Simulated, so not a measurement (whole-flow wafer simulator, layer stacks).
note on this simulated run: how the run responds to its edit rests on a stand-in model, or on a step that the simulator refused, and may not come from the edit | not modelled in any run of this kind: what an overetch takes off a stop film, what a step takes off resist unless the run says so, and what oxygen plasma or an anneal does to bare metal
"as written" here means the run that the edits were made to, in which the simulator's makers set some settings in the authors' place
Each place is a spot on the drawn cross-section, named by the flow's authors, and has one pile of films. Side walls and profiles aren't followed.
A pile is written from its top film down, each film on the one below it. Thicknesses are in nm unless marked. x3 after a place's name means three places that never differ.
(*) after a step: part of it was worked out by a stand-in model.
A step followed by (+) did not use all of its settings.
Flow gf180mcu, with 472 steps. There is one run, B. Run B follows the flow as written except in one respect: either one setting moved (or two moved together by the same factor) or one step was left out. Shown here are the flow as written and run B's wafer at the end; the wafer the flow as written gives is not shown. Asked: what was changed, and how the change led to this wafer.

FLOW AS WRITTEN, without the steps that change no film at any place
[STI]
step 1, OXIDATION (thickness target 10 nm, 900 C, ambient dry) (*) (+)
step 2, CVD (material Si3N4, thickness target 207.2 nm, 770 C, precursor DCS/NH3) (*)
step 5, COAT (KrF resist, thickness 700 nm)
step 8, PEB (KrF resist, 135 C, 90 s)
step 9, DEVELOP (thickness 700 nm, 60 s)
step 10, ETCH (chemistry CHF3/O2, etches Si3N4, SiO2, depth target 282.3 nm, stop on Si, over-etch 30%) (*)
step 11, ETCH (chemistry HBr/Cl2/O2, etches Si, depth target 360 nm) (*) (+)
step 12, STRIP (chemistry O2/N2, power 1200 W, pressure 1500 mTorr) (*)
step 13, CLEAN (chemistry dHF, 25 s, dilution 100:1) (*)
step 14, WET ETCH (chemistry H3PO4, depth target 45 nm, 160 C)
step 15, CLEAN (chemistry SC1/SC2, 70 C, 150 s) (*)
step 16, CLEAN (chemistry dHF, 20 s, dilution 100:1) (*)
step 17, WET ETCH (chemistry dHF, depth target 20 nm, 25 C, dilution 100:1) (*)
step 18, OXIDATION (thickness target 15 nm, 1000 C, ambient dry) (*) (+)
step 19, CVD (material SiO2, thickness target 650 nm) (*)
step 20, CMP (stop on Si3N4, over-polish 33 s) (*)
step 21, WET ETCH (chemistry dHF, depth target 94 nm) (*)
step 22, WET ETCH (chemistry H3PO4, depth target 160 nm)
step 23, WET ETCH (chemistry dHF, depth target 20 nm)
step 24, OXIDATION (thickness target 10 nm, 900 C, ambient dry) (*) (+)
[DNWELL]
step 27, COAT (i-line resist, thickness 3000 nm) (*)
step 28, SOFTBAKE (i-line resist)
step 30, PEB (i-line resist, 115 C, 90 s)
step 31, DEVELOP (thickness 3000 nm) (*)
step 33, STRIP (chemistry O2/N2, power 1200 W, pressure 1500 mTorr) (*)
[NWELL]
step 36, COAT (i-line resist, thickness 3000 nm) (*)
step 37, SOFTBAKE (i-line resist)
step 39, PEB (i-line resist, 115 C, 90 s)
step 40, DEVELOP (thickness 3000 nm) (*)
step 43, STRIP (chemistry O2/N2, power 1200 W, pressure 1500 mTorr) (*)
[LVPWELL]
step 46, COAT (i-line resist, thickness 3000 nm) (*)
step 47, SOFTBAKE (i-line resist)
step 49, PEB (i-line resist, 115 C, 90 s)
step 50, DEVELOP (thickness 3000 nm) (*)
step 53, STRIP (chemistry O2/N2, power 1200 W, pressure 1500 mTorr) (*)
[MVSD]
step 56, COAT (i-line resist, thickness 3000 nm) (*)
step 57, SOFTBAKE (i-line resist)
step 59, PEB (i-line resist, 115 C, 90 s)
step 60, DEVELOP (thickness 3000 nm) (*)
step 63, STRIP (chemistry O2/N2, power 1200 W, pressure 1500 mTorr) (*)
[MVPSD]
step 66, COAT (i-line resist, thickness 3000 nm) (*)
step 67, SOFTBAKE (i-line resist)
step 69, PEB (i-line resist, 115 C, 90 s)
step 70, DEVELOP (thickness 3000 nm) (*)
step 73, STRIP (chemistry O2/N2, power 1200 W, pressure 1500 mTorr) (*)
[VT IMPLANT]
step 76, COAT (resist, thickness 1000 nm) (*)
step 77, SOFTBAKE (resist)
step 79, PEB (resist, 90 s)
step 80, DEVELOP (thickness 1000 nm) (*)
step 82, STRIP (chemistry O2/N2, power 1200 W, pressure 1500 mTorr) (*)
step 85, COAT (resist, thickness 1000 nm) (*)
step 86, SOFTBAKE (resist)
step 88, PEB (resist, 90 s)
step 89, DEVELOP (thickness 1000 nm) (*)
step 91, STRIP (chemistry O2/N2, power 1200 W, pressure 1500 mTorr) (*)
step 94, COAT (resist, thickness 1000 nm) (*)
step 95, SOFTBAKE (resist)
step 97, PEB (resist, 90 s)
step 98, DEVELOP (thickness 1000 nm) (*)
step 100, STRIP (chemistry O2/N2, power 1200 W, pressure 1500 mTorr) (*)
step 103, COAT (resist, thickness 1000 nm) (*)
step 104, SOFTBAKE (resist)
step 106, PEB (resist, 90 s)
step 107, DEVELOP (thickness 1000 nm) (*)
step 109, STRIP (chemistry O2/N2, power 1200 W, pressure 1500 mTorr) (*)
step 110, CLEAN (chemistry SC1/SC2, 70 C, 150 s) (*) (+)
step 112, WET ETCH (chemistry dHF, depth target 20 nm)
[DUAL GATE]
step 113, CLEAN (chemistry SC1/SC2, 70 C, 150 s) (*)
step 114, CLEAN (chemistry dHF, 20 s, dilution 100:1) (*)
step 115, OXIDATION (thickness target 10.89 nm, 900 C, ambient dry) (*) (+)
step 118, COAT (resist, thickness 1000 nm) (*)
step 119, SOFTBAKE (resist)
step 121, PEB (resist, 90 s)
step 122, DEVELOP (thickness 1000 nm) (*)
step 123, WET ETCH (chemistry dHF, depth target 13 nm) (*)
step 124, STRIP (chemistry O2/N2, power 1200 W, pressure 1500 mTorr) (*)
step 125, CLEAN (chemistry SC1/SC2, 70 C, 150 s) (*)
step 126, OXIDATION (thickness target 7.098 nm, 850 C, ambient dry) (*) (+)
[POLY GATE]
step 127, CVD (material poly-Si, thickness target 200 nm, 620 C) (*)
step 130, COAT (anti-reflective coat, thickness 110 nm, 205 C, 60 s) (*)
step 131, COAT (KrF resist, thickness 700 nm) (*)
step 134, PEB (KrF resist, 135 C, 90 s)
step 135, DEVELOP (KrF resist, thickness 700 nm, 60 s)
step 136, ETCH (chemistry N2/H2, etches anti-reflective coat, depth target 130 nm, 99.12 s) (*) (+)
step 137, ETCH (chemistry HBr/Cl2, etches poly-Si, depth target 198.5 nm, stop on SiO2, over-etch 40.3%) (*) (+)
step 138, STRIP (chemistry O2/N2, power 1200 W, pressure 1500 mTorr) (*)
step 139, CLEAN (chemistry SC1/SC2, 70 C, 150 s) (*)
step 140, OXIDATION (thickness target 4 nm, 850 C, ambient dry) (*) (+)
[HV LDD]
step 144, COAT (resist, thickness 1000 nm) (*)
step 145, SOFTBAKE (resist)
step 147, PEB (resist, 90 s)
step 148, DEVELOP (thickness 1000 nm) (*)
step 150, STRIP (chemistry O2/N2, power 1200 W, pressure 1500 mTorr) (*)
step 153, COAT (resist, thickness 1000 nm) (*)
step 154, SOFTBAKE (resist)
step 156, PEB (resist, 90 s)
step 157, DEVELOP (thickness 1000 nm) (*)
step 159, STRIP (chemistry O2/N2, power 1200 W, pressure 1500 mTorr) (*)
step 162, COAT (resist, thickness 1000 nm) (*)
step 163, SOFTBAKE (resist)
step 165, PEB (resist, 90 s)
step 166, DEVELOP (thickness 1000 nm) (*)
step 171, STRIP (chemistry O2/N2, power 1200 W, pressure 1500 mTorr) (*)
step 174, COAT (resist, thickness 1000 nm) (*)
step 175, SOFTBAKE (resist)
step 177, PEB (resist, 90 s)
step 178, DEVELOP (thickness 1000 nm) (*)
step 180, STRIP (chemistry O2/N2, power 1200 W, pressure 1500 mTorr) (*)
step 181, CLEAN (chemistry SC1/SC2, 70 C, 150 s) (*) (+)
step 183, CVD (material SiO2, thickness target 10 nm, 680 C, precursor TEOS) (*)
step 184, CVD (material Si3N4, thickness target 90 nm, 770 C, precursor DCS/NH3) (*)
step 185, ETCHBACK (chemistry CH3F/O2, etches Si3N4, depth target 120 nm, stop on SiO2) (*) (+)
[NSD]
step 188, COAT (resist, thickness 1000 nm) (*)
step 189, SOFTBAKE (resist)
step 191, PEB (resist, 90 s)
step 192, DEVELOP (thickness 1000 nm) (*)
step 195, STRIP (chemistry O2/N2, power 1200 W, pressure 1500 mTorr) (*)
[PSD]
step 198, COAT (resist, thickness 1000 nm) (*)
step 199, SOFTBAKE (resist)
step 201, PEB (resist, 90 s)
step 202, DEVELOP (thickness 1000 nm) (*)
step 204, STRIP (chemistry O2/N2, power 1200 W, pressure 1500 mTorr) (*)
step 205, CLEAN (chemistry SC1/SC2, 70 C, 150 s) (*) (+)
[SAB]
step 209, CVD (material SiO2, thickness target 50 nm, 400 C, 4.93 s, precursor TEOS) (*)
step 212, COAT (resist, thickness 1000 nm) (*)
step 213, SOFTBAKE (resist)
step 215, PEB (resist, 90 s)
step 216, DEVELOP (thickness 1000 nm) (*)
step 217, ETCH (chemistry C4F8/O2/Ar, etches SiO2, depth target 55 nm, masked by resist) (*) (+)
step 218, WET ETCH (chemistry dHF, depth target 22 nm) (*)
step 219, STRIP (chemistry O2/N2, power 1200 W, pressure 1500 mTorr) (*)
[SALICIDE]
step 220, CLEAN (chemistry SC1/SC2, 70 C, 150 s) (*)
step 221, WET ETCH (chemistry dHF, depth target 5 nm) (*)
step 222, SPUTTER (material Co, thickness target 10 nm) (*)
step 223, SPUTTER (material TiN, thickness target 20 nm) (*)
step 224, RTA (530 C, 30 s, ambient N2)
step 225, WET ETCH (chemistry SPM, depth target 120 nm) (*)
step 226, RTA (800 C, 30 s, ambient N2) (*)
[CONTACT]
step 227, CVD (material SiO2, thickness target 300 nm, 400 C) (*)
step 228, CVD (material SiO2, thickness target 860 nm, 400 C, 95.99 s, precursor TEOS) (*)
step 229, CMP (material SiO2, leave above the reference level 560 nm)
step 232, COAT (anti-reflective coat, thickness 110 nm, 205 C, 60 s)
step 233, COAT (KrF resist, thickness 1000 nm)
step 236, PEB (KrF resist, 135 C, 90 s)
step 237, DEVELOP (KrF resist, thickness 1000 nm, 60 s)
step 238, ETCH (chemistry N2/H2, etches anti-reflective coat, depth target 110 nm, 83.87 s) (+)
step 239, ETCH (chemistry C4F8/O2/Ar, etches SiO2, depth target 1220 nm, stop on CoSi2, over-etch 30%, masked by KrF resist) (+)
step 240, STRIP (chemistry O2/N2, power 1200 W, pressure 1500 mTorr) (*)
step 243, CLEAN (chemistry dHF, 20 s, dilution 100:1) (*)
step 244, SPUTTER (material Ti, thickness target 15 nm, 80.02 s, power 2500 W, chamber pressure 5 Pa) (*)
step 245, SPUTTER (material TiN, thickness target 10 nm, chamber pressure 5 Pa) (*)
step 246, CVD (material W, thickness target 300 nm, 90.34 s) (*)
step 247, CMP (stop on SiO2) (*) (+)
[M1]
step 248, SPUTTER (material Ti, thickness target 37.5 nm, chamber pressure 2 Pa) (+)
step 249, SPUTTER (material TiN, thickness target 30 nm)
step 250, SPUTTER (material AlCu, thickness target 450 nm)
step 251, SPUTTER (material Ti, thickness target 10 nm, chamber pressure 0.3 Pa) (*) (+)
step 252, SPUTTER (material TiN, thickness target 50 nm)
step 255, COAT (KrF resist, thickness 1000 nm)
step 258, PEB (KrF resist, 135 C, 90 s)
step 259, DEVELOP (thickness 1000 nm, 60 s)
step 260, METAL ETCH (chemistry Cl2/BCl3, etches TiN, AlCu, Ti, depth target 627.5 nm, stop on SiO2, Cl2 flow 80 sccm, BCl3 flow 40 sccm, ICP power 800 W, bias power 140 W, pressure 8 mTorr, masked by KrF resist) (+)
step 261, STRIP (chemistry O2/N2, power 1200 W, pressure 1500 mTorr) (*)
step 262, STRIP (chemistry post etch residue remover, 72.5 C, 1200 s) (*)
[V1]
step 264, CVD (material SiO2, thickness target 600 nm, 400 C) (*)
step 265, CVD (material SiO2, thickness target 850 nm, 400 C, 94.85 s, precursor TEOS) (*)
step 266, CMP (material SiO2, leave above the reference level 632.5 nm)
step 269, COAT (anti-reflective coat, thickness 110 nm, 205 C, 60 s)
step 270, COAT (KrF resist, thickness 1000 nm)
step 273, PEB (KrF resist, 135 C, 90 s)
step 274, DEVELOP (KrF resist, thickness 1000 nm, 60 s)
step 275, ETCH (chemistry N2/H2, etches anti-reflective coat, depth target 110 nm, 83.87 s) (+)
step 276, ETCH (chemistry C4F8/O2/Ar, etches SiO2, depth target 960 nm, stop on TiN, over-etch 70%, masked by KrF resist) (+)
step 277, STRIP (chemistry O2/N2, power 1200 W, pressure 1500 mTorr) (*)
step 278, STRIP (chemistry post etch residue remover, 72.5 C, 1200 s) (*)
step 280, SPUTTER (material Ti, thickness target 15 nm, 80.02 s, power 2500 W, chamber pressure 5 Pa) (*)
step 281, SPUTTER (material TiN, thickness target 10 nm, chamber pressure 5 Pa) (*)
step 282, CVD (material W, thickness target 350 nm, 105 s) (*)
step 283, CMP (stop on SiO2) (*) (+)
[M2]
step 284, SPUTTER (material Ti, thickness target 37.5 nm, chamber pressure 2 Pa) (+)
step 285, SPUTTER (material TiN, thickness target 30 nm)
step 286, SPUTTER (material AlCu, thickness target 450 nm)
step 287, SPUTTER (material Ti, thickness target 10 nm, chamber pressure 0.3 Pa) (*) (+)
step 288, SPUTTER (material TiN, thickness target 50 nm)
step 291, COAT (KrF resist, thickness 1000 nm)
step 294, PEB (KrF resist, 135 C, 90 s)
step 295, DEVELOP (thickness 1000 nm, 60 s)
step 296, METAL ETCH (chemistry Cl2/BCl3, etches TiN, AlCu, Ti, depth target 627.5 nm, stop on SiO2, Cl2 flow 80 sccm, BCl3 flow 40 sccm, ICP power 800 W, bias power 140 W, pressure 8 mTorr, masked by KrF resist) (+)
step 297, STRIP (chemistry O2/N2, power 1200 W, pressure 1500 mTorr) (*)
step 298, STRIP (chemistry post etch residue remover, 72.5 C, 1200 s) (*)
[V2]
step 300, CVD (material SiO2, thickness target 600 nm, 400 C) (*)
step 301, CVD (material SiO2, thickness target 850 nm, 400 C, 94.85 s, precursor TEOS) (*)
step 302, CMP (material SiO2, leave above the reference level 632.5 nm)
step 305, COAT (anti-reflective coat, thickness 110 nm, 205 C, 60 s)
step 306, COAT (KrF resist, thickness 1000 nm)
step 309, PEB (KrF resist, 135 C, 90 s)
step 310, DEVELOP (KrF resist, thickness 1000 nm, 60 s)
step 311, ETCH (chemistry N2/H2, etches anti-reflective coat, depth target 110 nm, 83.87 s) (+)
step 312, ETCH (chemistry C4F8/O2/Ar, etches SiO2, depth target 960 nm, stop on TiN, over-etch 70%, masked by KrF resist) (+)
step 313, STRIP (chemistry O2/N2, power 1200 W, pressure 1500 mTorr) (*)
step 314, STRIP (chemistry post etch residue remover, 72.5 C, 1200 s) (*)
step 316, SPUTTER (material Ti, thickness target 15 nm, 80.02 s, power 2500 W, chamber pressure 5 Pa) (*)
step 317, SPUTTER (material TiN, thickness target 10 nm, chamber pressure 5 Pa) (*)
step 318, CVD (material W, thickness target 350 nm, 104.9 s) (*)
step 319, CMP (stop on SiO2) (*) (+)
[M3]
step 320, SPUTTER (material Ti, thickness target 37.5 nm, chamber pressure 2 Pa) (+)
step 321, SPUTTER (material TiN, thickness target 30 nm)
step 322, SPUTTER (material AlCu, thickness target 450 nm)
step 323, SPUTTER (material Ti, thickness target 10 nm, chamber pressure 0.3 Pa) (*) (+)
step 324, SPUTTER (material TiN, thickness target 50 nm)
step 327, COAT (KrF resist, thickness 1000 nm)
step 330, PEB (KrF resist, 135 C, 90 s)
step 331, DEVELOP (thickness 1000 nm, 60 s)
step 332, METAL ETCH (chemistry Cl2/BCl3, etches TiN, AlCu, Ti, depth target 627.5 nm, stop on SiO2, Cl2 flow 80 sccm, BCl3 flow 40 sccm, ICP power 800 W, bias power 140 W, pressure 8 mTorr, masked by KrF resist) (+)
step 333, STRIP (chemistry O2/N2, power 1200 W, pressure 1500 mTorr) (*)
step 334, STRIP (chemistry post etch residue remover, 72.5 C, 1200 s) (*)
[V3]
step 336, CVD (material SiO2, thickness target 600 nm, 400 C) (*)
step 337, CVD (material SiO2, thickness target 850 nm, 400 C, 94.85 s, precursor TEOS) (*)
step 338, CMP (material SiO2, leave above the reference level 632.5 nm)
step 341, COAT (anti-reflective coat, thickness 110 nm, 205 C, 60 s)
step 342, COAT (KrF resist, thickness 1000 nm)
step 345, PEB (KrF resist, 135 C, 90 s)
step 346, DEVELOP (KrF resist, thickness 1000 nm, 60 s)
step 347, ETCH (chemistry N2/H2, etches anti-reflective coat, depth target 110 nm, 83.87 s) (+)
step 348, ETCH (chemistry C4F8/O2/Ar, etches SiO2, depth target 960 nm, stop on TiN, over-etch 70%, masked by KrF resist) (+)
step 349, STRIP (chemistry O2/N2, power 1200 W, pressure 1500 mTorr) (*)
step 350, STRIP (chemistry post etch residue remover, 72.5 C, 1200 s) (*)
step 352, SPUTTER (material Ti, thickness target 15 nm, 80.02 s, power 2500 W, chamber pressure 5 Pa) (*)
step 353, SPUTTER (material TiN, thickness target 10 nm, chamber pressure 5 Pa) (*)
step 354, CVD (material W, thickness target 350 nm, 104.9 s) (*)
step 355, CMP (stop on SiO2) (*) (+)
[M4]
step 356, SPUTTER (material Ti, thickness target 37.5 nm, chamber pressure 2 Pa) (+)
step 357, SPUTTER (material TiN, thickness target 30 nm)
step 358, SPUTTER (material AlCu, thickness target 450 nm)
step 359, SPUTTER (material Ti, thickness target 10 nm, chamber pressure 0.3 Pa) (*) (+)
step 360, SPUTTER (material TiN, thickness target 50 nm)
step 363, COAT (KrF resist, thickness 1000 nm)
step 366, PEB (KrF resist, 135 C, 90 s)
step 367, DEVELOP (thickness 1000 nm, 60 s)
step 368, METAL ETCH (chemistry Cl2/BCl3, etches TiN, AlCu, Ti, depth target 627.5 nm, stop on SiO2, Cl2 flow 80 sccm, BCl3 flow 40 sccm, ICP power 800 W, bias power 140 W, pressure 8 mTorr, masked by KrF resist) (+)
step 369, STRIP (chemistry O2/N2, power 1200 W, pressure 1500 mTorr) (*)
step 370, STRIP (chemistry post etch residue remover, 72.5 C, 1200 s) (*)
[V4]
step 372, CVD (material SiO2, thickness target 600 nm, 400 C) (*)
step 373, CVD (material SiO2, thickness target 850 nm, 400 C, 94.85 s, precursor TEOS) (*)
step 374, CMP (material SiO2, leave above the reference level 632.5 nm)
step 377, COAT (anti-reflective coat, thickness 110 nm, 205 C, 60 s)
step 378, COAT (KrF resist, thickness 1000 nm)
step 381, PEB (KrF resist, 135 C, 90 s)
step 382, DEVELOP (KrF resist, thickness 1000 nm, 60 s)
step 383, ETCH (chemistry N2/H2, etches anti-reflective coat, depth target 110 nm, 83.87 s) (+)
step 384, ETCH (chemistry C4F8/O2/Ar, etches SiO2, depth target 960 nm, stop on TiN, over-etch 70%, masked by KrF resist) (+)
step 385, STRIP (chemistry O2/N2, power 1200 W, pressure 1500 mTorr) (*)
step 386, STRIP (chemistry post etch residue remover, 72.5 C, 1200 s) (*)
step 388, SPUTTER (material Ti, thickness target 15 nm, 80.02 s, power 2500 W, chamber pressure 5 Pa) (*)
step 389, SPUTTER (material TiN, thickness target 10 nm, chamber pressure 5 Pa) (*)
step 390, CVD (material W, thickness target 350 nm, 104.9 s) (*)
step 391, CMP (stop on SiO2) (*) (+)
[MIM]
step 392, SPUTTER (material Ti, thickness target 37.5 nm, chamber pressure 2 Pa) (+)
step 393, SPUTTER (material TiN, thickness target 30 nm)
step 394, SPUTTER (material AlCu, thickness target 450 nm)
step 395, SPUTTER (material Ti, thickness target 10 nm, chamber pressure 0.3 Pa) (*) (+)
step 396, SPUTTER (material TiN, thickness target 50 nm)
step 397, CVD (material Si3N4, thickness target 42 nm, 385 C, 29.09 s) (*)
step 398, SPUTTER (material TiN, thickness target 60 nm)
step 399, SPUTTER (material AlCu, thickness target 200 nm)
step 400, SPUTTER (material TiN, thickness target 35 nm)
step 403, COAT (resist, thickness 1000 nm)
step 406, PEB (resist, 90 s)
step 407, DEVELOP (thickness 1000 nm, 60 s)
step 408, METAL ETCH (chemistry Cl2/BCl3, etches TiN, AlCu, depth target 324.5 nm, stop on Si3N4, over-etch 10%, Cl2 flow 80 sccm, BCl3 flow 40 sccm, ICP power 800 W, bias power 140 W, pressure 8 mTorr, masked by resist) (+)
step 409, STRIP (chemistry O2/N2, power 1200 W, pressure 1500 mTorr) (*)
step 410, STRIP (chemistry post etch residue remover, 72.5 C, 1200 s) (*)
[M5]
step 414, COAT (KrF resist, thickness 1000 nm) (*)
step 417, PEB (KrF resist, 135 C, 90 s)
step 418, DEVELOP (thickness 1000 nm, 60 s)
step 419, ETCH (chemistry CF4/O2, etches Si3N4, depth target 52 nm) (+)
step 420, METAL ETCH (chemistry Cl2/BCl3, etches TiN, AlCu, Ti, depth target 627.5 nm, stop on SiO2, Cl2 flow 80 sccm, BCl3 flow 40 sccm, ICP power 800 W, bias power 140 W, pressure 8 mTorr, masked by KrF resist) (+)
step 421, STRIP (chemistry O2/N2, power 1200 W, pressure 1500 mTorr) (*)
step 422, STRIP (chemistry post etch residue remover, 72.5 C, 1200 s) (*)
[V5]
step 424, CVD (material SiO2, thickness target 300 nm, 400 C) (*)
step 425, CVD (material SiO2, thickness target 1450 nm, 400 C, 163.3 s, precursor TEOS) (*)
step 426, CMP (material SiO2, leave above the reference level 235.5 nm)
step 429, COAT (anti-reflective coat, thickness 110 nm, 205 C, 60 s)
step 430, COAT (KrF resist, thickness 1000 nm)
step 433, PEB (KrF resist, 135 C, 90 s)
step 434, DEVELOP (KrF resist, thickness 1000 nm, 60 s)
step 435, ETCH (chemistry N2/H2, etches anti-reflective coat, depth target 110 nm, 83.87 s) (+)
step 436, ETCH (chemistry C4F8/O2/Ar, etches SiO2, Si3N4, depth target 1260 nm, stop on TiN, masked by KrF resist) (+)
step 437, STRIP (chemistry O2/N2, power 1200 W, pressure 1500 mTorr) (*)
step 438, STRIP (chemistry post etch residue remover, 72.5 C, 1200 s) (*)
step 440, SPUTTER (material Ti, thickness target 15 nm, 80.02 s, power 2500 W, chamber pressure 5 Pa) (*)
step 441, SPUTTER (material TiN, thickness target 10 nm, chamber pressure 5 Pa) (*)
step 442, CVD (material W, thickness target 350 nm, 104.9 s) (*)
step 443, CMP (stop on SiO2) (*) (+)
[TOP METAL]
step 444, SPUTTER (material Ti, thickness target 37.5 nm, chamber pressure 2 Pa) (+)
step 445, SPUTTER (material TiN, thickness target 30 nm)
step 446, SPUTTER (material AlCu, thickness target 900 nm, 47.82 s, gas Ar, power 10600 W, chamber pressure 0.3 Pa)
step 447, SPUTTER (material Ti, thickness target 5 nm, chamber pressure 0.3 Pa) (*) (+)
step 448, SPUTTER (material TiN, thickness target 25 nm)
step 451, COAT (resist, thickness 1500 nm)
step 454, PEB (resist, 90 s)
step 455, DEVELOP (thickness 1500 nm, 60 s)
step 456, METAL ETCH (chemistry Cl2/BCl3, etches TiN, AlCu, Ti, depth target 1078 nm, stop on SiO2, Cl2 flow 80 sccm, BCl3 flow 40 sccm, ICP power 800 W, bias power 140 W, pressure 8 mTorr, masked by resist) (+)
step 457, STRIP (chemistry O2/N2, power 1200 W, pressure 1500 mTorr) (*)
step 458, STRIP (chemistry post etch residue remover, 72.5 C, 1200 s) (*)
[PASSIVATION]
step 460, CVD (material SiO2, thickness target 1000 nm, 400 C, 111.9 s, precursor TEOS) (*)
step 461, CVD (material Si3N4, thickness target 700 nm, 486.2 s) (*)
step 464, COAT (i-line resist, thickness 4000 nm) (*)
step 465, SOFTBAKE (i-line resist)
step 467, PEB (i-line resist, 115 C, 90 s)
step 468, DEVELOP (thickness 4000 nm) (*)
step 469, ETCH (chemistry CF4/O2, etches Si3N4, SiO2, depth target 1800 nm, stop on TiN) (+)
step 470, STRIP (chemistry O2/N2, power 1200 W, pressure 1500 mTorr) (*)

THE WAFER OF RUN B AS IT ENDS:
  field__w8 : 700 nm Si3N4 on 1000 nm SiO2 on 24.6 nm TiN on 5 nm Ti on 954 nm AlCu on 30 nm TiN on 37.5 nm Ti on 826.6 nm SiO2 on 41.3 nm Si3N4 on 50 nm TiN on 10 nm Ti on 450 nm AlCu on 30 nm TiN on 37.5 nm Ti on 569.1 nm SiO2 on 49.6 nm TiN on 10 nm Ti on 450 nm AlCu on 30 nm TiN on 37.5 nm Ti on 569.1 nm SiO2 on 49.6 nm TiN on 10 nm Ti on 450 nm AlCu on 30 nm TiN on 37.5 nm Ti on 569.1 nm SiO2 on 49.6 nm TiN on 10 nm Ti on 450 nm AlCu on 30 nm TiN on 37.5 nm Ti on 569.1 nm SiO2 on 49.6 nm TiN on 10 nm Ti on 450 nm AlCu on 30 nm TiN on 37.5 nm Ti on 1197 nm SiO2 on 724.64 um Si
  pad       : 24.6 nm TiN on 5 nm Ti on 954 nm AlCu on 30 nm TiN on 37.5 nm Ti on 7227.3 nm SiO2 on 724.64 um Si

The reason: step 446, SPUTTER: thickness target 954 nm was run, while the flow as written has thickness target 900 nm.
One can read it off the wafer: field__w8 has AlCu 954, and step 446 as written asks for 900 nm.

The path from the change to this, step by step:
  step 446, SPUTTER (material AlCu, thickness target 900 nm, 47.82 s, gas Ar, power 10600 W, chamber pressure 0.3 Pa)
      field, field__w1, field__w2 and 109 more: +954 AlCu (new film) (it would be, as written: +900 AlCu (new film))
  step 456, METAL ETCH (chemistry Cl2/BCl3, etches TiN, AlCu, Ti, depth target 1078 nm, stop on SiO2, Cl2 flow 80 sccm, BCl3 flow 40 sccm, ICP power 800 W, bias power 140 W, pressure 8 mTorr, masked by resist) (+)
      field, field__w1, field__w2 and 103 more: -25 TiN (all of it), -5 Ti (all of it), -954 AlCu (all of it), -30 TiN (all of it), -37.5 Ti (all of it) (it would be, as written: -25 TiN (all of it), -5 Ti (all of it), -900 AlCu (all of it), -30 TiN (all of it), -37.5 Ti (all of it))
  step 464, COAT (i-line resist, thickness 4000 nm) (*)
      contact: +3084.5 i-line resist (new film) (it would be, as written: +3153.6 i-line resist (new film))
      m1: +3087 i-line resist (new film) (it would be, as written: +3158.3 i-line resist (new film))
      (and at 1 other place as well)
  step 465, SOFTBAKE (i-line resist)
      field__w11, field__w13: +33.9 i-line resist (it would be, as written: +37.9 i-line resist)
      field: -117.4 i-line resist (it would be, as written: -120.6 i-line resist)
      (and at 66 other places as well)
  step 467, PEB (i-line resist, 115 C, 90 s)
      field__w8, m1__w1: -33.8 i-line resist (it would be, as written: -34.7 i-line resist)
      contact, m1: -34.1 i-line resist (it would be, as written: -35.1 i-line resist)
      (and at 2 other places as well)
  step 470, STRIP (chemistry O2/N2, power 1200 W, pressure 1500 mTorr) (*)
      field__w8: -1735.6 i-line resist (all of it) (it would be, as written: -1787.7 i-line resist (all of it))
      contact: -1751.7 i-line resist (all of it) (it would be, as written: -1811.2 i-line resist (all of it))
      (and at 3 other places as well)
